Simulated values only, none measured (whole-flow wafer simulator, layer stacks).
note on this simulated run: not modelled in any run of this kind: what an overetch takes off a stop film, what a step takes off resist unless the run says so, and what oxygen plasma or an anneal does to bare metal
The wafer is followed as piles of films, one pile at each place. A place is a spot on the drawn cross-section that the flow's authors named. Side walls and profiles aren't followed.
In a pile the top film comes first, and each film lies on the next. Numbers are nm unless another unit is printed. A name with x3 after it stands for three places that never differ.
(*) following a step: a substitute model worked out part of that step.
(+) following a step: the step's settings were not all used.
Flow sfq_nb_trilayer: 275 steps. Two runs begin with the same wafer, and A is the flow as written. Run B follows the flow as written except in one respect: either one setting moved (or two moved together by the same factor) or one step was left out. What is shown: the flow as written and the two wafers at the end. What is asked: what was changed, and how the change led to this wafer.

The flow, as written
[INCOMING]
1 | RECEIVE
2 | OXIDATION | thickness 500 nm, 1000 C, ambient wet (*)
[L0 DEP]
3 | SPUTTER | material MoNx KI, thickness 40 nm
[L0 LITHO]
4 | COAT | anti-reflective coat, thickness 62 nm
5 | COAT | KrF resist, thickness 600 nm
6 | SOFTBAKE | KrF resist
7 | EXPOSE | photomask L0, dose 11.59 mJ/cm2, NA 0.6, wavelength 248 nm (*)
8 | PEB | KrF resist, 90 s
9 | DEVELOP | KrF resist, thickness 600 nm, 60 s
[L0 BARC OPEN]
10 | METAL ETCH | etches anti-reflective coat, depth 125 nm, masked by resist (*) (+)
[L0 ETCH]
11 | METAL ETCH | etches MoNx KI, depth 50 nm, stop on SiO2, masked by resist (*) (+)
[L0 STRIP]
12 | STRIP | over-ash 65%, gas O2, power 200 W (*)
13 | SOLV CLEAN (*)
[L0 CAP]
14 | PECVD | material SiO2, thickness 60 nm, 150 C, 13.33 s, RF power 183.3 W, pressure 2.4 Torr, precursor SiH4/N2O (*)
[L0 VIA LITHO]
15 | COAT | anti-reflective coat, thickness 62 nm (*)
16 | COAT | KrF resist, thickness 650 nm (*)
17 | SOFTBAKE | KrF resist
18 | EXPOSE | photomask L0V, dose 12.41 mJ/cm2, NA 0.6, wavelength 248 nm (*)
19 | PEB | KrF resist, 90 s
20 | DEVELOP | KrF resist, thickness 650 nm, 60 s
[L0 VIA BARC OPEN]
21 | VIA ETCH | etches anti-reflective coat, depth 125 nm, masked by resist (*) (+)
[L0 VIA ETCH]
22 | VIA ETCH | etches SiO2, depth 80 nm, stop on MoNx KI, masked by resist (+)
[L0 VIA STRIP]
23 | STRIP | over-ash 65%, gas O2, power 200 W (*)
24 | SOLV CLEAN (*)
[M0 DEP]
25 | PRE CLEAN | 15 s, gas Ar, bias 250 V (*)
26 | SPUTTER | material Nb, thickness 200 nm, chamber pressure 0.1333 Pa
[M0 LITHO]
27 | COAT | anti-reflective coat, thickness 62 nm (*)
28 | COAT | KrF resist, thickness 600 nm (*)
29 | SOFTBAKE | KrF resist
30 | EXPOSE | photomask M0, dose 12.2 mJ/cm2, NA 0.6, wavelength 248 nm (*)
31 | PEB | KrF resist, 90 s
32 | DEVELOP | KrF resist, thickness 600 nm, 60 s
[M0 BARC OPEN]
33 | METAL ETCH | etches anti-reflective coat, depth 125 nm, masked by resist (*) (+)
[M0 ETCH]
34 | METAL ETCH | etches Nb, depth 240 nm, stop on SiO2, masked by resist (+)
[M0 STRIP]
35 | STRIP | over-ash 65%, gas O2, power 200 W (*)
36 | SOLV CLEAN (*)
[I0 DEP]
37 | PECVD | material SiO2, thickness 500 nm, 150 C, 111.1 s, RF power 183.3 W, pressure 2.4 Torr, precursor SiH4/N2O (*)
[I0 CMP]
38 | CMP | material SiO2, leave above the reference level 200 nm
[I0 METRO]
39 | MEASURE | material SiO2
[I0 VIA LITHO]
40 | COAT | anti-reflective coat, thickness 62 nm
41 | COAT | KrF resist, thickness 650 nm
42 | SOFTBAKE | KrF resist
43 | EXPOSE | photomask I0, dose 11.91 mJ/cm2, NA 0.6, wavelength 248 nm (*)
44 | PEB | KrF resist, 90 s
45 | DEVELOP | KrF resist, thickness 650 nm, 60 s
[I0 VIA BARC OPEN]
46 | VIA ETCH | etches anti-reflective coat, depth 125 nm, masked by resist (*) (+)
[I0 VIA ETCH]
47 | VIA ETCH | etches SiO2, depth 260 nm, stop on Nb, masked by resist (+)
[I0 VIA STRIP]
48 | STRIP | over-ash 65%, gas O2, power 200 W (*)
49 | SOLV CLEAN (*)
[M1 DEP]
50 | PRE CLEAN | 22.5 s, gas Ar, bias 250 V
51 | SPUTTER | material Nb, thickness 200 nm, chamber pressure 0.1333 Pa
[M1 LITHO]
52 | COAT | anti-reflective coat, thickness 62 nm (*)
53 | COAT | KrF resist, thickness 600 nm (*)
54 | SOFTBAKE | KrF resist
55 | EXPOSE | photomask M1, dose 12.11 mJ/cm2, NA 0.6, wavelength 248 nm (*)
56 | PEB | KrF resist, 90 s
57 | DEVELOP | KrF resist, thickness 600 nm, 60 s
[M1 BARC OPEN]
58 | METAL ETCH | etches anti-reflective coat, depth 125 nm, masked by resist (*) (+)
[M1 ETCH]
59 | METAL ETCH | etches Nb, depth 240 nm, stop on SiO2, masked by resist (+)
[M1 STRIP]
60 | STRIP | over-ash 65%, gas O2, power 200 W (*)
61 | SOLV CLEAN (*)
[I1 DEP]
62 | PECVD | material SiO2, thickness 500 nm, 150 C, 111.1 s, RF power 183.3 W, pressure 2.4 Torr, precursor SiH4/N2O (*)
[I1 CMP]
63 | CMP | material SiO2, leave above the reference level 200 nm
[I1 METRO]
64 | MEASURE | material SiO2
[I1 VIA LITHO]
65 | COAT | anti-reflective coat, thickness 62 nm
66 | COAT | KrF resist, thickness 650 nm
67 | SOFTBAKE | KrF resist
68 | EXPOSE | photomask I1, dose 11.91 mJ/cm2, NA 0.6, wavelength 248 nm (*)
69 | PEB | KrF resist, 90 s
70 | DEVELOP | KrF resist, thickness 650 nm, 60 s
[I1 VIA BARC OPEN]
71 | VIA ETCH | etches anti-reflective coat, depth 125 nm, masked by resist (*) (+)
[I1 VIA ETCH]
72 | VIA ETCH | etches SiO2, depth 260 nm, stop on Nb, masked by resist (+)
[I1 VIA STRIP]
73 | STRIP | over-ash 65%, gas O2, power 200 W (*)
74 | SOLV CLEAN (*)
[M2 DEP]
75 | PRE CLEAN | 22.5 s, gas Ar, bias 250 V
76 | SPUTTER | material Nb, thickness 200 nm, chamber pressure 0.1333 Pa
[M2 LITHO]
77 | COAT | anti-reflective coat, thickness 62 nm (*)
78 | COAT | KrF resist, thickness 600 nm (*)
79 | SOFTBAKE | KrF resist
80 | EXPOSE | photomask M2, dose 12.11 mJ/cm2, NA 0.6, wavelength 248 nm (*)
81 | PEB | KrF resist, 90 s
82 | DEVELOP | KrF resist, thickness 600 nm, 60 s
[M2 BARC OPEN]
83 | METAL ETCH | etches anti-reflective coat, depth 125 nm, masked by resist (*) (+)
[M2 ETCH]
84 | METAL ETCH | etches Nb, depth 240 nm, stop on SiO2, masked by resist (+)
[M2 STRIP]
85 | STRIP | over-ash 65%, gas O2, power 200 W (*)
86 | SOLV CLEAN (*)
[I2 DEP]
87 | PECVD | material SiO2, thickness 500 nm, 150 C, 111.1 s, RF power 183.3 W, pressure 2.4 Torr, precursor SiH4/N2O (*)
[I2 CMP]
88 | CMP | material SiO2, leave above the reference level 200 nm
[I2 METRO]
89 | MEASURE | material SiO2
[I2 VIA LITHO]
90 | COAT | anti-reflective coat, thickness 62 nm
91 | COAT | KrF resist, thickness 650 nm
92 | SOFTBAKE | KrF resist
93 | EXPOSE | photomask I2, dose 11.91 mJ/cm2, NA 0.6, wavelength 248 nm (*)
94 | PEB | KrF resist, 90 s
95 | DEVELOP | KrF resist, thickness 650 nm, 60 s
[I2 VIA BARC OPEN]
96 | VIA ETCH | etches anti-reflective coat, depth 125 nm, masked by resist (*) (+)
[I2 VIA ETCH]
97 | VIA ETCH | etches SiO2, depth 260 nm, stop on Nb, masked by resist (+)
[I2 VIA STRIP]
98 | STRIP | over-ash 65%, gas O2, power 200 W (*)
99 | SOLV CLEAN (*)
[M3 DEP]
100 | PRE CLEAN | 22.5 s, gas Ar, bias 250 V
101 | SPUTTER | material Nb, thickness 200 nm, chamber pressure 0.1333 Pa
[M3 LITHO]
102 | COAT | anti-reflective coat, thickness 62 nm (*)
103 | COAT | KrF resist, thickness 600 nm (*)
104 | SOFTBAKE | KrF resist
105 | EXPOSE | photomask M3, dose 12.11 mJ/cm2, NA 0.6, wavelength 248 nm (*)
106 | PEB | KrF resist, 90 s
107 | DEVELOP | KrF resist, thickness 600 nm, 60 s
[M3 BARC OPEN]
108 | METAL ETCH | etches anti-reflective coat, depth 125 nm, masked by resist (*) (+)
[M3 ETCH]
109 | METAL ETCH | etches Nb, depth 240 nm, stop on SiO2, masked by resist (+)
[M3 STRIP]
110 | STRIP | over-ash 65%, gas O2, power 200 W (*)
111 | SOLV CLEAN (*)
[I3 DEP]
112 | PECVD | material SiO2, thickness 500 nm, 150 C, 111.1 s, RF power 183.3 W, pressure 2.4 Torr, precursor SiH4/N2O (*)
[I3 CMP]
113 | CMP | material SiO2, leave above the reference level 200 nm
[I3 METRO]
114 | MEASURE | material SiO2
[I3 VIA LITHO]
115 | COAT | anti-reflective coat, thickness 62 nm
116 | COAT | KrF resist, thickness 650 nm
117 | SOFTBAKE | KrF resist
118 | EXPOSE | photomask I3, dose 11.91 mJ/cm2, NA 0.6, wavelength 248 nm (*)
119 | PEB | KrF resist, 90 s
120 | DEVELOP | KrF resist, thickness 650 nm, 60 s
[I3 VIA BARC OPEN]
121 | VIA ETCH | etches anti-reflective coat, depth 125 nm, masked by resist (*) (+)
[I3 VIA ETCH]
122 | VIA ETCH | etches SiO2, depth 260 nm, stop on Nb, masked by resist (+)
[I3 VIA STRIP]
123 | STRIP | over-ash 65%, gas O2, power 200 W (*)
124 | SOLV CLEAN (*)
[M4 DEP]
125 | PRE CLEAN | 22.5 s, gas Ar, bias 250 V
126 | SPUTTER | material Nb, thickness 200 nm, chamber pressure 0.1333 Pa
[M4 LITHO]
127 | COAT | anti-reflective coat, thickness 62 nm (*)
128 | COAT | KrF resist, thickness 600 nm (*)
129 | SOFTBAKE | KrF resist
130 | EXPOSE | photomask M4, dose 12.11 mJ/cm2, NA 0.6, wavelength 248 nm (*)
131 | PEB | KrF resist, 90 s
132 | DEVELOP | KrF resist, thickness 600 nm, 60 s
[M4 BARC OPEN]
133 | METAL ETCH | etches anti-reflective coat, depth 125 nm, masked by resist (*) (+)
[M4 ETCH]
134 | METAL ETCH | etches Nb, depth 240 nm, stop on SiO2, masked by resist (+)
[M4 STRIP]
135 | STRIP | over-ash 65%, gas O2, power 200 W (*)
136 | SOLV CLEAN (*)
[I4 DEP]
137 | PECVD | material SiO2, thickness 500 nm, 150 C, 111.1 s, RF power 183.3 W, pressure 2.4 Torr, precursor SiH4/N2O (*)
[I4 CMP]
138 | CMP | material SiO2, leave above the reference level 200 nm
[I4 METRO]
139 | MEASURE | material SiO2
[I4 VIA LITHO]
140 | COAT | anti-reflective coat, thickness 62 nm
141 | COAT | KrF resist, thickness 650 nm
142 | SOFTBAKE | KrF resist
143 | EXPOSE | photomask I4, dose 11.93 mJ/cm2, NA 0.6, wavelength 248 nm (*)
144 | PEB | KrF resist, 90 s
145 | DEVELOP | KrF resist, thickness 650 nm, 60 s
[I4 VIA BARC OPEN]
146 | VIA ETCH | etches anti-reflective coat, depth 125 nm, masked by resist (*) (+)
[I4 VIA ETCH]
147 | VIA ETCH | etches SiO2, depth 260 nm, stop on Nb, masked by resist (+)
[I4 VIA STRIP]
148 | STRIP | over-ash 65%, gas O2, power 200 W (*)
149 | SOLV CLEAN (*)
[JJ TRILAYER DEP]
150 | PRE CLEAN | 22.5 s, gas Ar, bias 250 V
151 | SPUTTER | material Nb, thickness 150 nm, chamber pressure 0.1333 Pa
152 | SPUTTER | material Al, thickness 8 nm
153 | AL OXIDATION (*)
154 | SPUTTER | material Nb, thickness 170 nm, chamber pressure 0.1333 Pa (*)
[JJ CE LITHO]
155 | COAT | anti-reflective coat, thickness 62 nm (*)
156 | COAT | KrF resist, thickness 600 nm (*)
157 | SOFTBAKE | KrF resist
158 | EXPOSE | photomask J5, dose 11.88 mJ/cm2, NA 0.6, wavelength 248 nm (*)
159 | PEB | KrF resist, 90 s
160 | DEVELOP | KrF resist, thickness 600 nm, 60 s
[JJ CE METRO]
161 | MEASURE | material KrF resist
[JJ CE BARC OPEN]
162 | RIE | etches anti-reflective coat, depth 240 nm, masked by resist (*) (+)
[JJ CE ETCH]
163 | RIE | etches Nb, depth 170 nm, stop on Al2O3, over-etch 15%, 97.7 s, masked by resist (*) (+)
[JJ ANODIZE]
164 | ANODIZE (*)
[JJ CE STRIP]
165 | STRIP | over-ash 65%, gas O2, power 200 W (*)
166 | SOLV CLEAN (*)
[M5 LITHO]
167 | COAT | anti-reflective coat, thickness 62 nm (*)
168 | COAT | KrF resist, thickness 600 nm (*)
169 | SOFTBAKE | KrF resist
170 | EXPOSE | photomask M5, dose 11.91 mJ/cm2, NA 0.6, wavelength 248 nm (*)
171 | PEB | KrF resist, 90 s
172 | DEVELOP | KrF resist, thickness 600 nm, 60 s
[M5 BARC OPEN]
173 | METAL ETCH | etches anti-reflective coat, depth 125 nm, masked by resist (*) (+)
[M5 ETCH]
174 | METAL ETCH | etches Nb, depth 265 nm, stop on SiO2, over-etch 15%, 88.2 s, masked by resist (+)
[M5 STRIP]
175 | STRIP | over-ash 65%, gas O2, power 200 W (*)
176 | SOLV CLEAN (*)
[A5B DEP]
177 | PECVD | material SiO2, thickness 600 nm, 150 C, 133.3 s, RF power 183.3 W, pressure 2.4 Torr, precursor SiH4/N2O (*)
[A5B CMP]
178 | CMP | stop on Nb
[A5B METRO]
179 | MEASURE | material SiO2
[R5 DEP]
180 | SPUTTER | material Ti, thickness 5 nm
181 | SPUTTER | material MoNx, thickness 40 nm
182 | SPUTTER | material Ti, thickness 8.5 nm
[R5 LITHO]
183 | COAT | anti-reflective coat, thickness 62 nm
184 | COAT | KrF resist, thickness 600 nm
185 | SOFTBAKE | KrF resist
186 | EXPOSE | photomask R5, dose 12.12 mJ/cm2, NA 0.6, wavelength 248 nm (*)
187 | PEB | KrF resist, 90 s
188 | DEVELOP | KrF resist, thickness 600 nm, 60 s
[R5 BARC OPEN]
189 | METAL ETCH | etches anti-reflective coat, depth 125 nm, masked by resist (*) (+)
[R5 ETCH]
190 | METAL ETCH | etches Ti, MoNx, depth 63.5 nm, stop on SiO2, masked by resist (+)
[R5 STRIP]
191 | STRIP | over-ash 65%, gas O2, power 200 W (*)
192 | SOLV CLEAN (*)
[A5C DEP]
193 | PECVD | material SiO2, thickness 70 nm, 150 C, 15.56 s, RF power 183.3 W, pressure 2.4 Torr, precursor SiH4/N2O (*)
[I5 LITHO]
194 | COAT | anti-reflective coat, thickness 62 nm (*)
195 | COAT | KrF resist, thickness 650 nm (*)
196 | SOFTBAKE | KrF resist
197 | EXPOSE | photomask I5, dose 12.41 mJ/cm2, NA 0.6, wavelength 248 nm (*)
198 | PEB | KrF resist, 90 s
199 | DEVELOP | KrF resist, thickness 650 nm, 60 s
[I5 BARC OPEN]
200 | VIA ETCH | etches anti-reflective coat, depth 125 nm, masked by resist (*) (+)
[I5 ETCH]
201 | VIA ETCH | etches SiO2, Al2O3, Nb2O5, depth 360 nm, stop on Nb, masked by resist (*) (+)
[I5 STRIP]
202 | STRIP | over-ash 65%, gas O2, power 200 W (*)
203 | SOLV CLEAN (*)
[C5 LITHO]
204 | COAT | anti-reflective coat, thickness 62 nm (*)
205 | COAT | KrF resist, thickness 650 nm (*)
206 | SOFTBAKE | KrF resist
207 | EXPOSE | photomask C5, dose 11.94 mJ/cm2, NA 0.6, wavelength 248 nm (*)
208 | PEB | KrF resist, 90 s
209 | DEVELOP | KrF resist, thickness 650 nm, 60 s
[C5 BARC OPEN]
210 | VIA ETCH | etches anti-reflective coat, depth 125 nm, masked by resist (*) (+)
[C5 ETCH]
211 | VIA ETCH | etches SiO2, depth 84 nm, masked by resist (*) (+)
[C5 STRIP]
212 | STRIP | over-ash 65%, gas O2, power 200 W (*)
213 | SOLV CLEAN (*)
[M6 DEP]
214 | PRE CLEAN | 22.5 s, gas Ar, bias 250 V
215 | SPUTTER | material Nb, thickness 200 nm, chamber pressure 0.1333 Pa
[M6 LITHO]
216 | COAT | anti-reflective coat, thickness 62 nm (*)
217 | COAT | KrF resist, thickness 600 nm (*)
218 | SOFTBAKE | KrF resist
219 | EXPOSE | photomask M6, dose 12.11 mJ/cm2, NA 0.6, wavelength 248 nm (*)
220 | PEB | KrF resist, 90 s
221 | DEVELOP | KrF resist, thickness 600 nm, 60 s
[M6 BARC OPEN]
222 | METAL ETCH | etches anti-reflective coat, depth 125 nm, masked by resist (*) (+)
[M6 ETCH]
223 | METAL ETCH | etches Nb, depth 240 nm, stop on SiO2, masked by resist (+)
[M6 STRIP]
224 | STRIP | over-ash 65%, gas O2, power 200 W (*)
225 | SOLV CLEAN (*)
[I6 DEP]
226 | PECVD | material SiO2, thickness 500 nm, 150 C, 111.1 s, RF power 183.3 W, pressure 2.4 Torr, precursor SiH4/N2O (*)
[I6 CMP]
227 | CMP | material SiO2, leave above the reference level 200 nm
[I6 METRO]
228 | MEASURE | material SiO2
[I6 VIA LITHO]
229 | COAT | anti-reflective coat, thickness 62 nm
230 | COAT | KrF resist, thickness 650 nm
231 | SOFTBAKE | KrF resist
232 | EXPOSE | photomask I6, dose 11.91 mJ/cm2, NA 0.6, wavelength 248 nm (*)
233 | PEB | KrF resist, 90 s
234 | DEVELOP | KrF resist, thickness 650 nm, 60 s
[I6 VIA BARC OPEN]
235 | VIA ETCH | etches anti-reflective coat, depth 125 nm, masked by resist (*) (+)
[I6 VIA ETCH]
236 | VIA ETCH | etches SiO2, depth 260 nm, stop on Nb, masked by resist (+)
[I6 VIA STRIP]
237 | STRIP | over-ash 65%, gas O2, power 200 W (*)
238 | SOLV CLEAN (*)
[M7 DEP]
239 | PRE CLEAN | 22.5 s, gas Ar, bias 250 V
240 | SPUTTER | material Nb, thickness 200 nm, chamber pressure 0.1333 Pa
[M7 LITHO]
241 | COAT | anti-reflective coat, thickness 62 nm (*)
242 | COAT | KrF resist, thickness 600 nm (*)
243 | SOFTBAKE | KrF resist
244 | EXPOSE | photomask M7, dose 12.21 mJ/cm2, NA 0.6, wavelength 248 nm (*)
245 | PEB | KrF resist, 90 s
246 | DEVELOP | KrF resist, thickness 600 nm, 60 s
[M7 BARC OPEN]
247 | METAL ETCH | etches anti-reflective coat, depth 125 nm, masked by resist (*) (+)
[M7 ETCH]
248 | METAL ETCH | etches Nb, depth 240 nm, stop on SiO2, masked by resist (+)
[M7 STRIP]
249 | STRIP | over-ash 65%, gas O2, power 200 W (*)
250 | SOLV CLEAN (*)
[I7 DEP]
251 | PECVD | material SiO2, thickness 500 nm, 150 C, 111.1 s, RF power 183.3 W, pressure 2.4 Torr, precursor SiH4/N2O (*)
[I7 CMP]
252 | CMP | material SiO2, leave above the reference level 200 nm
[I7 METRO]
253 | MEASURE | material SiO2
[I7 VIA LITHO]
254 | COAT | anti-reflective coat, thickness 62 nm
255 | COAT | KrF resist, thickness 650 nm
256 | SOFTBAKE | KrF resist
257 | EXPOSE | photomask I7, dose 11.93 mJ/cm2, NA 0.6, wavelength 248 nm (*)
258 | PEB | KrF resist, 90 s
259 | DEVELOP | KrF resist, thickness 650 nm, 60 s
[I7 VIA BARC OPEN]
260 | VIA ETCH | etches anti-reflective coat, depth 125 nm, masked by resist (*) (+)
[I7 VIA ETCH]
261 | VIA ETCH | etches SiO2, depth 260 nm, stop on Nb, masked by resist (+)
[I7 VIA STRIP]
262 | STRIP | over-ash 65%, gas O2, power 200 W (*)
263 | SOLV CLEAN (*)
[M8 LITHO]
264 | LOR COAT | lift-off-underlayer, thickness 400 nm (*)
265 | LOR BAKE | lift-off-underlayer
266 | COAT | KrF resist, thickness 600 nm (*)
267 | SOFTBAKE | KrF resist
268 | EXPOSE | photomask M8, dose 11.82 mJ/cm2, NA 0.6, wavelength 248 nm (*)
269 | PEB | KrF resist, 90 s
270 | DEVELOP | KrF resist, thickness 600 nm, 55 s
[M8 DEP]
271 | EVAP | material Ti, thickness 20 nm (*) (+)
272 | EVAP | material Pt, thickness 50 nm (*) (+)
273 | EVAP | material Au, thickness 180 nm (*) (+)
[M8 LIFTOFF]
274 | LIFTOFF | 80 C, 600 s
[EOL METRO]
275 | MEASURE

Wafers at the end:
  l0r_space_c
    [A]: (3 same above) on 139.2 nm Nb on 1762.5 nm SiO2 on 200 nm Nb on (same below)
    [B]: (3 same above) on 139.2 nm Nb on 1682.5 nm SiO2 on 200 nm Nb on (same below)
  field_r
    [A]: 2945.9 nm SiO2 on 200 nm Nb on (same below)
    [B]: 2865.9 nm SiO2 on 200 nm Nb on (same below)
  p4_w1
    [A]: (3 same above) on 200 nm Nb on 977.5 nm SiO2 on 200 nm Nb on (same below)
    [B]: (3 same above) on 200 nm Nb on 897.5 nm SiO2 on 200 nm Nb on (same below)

Cause: step 38, CMP: leave above the reference level 120 nm was run, though the flow has leave above the reference level 200 nm.

How this came from the change, step by step:
  38 | CMP | material SiO2, leave above the reference level 200 nm
      v_sur, via_wl, via_w and 94 more: A -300 SiO2 | B -380 SiO2
      field_l, l0_sur, l0r_line_l, l0r_line_c, l0r_line_r: A -340 SiO2 | B -420 SiO2
      (as well as at 4 more places)
  47 | VIA ETCH | etches SiO2, depth 260 nm, stop on Nb, masked by resist (+)
      field_l, v_sur, via_wl and 102 more: A -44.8 KrF resist | B -31 KrF resist
      via_w: A -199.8 SiO2 (all of it) | B -119.8 SiO2 (all of it)
  48 | STRIP | over-ash 65%, gas O2, power 200 W (*)
      field_l, v_sur, via_wl and 102 more: A -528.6 KrF resist (all of it), -62 anti-reflective coat (all of it) | B -542.4 KrF resist (all of it), -62 anti-reflective coat (all of it)
  51 | SPUTTER | material Nb, thickness 200 nm, chamber pressure 0.1333 Pa
      via_w: A +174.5 Nb | B +190.6 Nb
  52 | COAT | anti-reflective coat, thickness 62 nm (*)
      via_wl: A +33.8 anti-reflective coat (new film) | B +38.4 anti-reflective coat (new film)
      via_w: A +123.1 anti-reflective coat (new film) | B +105 anti-reflective coat (new film)
      (as well as at 1 more place)
  53 | COAT | KrF resist, thickness 600 nm (*)
      via_w: A +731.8 KrF resist (new film) | B +666.9 KrF resist (new film)
  60 | STRIP | over-ash 65%, gas O2, power 200 W (*)
      v_sur: A -365.9 KrF resist (all of it), -61.1 anti-reflective coat (all of it) | B -373.4 KrF resist (all of it), -60.4 anti-reflective coat (all of it)
      via_wl: A -385.5 KrF resist (all of it), -33.8 anti-reflective coat (all of it) | B -391 KrF resist (all of it), -38.4 anti-reflective coat (all of it)
      (as well as at 2 more places)
  62 | PECVD | material SiO2, thickness 500 nm, 150 C, 111.1 s, RF power 183.3 W, pressure 2.4 Torr, precursor SiH4/N2O (*)
      via_w: A +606 SiO2 (new film) | B +500 SiO2 (new film)
  63 | CMP | material SiO2, leave above the reference level 200 nm
      via_w: A -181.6 SiO2 | B -171.6 SiO2
